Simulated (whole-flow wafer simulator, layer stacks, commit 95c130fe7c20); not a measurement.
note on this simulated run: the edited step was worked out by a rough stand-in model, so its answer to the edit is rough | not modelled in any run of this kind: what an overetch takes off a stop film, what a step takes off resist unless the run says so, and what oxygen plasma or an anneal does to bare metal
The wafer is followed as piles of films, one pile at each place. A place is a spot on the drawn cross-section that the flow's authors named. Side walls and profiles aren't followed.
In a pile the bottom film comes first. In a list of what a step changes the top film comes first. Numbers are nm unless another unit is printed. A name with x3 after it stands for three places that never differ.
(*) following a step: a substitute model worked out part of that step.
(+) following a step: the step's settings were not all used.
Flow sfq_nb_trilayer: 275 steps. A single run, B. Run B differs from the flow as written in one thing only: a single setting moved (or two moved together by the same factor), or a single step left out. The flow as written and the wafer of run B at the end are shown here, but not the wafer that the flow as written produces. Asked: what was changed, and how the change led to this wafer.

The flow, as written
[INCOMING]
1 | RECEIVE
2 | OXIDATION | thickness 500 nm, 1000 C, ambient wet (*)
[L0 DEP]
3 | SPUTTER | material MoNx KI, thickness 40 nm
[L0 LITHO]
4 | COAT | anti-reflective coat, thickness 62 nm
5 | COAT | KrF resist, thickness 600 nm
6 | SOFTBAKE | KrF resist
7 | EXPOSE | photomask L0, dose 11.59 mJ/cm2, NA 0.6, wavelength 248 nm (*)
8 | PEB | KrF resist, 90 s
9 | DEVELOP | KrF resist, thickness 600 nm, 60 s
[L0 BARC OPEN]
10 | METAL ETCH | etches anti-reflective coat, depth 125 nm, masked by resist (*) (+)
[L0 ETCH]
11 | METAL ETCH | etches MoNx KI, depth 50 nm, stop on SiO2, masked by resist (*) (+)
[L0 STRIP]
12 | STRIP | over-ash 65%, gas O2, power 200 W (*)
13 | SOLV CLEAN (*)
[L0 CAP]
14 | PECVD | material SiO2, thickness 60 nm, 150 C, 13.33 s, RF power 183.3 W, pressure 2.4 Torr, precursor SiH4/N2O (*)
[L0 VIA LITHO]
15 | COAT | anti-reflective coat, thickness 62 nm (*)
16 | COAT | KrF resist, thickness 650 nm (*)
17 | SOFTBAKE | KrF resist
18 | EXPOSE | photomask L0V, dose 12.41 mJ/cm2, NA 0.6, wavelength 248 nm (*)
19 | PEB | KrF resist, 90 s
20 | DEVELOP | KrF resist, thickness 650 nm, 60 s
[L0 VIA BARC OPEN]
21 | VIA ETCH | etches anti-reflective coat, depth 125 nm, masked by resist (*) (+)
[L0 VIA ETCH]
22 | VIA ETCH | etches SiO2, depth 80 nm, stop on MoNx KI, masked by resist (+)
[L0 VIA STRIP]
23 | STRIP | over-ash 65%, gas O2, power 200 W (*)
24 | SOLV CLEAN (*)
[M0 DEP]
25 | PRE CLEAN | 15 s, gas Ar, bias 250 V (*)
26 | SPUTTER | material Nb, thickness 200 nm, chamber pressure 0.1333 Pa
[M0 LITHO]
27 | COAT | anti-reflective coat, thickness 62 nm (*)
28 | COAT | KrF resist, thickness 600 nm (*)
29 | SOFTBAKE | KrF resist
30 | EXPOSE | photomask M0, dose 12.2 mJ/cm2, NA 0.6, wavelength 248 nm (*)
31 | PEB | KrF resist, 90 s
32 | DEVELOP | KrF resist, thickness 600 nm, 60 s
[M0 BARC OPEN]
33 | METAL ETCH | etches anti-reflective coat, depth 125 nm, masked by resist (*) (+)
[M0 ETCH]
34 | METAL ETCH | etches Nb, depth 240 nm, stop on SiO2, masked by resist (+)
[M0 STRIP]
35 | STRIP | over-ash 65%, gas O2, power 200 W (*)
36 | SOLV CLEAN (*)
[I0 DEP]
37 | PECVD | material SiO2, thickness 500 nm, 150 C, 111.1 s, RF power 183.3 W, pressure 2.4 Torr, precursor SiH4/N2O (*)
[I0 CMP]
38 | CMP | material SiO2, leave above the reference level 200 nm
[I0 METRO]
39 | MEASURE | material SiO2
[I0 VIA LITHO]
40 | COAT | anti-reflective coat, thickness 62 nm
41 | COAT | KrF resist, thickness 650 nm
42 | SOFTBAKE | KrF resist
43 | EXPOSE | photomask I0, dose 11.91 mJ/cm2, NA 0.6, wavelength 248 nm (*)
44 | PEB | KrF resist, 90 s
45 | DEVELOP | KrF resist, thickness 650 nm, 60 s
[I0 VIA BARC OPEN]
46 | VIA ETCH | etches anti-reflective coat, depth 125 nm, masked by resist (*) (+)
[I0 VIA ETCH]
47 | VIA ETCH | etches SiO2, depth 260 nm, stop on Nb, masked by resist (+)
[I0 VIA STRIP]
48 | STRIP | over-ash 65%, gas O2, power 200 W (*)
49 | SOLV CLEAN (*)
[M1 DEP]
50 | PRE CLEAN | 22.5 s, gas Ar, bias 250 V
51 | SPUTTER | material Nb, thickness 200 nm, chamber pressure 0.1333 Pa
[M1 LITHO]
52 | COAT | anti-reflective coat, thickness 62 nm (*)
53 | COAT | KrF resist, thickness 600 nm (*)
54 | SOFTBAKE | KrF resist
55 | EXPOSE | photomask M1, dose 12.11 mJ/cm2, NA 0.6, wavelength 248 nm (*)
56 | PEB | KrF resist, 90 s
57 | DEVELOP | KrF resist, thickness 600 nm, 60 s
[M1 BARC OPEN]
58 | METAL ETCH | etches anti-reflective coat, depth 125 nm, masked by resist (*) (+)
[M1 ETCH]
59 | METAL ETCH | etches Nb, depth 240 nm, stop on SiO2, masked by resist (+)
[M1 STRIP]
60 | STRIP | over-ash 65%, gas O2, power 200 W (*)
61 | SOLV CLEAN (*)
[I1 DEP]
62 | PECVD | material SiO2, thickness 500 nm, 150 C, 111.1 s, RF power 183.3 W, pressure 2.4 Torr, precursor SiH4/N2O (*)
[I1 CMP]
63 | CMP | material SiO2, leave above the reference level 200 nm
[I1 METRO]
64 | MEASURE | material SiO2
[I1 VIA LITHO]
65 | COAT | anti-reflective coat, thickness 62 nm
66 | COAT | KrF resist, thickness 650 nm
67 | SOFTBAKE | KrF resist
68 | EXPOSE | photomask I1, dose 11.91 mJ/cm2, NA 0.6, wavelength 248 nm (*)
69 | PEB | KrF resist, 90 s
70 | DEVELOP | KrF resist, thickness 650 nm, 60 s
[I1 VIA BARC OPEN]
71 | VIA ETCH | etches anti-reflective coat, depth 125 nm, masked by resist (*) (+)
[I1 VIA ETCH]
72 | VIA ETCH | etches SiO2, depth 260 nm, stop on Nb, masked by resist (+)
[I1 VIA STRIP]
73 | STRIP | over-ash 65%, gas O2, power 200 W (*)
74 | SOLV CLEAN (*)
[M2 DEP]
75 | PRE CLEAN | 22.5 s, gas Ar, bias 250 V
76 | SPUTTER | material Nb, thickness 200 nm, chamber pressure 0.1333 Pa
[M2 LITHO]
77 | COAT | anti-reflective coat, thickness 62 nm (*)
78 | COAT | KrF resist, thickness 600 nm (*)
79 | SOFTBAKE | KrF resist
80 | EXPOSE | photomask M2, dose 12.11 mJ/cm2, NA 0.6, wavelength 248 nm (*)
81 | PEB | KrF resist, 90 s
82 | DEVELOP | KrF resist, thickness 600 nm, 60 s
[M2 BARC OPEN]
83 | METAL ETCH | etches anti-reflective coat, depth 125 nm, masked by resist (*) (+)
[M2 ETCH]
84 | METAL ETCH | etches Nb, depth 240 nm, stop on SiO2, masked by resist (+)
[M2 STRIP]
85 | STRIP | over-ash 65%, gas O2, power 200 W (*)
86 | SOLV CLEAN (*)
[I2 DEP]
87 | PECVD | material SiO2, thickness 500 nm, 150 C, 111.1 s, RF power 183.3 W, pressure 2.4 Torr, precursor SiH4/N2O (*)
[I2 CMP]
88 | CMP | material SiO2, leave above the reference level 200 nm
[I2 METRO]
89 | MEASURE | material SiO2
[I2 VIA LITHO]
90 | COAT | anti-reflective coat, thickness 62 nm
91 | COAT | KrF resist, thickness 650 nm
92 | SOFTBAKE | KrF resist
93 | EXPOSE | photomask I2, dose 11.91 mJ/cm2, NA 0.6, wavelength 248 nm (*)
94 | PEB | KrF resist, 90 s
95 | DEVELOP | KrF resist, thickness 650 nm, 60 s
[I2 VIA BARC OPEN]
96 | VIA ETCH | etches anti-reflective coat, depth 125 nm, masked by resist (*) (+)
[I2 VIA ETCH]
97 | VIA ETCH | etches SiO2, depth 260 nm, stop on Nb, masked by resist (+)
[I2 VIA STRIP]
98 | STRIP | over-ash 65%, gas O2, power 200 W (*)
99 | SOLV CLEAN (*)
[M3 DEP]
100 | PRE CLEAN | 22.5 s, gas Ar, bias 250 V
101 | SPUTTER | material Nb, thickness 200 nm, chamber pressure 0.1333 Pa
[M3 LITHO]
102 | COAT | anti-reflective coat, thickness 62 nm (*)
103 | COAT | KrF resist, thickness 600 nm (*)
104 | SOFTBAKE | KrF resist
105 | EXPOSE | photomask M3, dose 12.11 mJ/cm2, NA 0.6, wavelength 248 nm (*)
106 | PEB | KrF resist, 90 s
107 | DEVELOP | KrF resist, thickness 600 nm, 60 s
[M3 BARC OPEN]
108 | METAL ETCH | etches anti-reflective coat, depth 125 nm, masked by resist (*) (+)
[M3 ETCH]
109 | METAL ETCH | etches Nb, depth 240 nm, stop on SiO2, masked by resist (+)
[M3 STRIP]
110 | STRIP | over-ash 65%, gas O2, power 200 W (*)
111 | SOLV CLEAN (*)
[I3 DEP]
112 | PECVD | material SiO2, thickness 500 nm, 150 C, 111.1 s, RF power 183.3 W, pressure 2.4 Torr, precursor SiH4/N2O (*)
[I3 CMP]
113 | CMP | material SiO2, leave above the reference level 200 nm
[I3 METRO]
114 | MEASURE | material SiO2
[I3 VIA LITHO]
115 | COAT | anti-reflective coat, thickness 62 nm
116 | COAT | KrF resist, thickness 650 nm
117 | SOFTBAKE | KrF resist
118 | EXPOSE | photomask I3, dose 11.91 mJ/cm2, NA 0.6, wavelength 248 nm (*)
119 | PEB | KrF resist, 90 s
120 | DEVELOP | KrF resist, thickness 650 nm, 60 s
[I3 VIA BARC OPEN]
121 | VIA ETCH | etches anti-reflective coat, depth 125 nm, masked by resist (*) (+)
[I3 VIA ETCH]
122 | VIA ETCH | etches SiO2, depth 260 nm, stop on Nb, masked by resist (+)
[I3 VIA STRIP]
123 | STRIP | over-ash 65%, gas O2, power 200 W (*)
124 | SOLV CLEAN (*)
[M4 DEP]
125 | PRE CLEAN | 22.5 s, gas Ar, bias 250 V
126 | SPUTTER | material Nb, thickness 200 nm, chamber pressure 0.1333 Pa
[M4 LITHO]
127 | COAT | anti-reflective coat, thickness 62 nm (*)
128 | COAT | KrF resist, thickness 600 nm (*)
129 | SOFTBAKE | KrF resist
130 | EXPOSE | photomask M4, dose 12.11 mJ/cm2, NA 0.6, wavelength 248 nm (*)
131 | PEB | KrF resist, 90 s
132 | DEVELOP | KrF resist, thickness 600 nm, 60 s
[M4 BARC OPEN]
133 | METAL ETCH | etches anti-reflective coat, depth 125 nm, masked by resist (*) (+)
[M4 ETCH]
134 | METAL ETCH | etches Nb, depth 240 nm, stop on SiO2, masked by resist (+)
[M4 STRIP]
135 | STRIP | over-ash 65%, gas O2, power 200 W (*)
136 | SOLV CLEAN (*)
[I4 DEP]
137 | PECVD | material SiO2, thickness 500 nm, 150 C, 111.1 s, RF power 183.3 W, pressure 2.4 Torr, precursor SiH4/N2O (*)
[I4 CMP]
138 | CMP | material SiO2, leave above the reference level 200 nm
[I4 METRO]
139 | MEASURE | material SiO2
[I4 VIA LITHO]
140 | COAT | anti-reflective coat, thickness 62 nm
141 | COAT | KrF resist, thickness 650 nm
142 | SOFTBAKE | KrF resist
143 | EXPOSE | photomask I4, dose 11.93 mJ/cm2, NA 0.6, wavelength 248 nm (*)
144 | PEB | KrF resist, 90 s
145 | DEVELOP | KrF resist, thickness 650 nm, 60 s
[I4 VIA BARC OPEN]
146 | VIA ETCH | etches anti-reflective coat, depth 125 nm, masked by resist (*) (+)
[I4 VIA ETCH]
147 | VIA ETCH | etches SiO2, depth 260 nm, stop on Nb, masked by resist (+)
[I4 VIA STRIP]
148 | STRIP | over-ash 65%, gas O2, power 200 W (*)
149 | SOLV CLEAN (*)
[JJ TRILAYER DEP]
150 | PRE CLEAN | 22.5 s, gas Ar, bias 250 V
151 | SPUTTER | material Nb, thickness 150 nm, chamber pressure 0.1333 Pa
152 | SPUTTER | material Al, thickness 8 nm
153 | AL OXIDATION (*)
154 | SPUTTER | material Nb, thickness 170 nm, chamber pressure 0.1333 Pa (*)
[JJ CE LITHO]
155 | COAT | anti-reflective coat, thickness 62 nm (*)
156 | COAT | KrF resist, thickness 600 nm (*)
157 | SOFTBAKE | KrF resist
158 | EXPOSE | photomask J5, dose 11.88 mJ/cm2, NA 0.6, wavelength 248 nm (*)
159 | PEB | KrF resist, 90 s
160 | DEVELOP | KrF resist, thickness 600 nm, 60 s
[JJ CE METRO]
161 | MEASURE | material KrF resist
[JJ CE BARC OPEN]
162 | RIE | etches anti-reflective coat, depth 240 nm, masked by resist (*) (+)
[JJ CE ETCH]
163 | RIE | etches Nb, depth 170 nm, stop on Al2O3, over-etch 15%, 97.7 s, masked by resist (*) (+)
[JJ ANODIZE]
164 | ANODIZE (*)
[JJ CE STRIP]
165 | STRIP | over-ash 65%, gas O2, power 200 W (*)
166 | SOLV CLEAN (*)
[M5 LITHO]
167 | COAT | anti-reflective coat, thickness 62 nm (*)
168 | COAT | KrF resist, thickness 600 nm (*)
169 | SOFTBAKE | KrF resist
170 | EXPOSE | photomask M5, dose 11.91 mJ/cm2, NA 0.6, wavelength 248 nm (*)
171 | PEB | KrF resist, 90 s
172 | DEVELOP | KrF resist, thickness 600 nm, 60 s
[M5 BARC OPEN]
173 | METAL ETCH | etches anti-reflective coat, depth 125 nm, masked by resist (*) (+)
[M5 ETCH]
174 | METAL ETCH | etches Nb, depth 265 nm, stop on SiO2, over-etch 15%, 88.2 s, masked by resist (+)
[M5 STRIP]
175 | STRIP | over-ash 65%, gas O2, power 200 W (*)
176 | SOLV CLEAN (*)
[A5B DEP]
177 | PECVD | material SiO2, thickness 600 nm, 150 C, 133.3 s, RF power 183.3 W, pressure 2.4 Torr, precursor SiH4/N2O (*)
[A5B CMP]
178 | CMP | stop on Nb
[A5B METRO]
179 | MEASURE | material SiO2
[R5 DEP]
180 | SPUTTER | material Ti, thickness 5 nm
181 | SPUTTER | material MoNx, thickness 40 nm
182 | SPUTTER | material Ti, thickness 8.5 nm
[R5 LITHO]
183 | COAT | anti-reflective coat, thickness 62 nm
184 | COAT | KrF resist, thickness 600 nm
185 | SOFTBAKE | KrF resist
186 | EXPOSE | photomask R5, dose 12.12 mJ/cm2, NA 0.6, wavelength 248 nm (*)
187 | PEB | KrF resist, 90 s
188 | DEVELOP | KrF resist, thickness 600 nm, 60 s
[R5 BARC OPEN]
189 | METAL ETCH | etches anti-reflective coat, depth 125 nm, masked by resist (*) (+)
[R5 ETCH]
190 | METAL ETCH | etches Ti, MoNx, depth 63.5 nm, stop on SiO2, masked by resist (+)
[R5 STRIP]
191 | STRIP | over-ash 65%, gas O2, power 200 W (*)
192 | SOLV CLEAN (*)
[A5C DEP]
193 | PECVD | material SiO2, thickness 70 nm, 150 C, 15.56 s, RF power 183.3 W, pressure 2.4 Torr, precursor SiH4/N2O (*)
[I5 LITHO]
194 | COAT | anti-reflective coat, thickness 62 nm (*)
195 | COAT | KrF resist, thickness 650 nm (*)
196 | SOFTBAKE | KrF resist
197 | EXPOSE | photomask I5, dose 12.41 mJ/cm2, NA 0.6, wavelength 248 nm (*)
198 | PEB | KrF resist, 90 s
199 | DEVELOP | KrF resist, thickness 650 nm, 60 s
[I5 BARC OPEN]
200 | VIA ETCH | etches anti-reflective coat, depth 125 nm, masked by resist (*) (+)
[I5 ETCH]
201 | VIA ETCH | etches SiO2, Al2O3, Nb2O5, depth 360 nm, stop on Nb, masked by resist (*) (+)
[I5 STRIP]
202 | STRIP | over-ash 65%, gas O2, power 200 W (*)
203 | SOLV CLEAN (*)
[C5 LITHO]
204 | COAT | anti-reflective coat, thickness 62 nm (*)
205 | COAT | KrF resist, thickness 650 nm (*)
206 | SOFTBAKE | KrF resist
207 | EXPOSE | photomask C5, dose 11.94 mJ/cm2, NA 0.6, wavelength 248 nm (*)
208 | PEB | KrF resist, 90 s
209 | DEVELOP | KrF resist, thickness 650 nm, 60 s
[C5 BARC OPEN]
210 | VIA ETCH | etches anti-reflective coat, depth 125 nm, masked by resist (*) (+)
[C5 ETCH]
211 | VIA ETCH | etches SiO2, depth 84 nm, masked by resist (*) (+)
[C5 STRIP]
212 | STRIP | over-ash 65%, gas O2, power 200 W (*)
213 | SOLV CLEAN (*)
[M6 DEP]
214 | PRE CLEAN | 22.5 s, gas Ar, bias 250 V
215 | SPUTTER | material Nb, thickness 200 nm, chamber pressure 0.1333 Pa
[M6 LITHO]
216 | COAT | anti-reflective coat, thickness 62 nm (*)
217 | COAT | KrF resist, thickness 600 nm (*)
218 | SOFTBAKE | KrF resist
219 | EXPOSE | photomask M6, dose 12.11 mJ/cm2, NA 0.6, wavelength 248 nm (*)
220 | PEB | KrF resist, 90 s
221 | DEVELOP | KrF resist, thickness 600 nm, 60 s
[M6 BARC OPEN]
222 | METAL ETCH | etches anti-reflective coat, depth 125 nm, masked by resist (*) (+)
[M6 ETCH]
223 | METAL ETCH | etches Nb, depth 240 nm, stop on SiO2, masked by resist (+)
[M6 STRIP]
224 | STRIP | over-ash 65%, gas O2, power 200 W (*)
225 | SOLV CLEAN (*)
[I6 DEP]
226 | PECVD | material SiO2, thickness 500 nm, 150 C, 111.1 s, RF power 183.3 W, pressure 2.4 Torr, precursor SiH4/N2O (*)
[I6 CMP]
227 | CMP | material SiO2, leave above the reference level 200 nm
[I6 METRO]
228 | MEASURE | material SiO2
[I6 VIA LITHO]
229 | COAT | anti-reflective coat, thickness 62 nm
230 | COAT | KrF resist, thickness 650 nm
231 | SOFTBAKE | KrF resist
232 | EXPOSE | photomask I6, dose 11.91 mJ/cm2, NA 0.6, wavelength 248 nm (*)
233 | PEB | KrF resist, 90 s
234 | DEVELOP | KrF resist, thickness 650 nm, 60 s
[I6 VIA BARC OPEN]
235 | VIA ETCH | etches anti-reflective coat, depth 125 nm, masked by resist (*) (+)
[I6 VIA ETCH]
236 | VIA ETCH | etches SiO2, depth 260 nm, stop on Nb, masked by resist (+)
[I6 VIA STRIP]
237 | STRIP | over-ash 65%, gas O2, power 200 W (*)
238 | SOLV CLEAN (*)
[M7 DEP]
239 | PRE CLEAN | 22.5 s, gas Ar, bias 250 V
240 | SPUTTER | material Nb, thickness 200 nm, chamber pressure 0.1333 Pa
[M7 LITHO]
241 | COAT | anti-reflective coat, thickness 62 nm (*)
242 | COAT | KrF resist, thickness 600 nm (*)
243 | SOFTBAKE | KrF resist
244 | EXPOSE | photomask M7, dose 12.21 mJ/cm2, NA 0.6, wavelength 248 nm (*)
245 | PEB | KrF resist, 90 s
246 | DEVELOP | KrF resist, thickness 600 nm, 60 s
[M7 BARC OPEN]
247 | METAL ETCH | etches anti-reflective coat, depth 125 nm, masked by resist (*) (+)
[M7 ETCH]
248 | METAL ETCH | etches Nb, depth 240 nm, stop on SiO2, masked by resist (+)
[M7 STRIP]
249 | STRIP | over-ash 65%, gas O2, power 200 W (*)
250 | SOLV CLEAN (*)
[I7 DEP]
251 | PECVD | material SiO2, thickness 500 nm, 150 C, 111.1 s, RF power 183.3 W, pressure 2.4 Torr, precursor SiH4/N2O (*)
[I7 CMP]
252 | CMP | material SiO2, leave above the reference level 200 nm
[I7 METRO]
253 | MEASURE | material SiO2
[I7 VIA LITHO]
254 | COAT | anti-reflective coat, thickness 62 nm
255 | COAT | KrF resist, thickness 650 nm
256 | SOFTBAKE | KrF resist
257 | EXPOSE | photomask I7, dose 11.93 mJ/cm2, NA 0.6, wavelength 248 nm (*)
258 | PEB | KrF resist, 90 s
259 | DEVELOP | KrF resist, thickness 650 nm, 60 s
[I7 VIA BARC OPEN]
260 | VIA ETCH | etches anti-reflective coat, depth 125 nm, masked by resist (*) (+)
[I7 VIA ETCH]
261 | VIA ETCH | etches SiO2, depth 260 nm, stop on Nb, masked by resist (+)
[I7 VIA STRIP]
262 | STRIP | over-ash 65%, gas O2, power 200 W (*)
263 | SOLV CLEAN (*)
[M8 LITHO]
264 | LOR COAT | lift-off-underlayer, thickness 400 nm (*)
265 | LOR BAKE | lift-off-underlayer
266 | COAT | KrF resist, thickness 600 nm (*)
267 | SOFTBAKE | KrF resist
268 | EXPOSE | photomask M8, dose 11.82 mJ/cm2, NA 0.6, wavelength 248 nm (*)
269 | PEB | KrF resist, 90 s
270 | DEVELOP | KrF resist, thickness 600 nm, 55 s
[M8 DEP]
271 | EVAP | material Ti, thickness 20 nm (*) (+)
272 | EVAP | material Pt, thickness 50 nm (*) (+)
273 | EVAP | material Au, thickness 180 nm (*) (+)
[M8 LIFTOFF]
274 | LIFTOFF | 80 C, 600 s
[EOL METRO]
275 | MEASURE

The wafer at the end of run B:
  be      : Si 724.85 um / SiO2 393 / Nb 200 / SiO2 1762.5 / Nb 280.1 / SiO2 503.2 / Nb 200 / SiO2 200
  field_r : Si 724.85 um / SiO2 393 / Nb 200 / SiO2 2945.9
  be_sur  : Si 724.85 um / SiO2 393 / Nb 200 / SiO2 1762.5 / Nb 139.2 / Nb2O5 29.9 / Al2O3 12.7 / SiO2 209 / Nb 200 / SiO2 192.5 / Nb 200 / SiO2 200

Cause: step 2, OXIDATION: thickness 338 nm was run, whereas the flow has thickness 500 nm.

How this came from the change, step by step:
  2 | OXIDATION | thickness 500 nm, 1000 C, ambient wet (*)
      field_l, v_sur, via_wl and 103 more: +338 SiO2 (new film), -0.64 chemical SiO2 (all of it), -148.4 Si (as written it would have been: +500 SiO2 (new film), -0.64 chemical SiO2 (all of it), -219.7 Si)
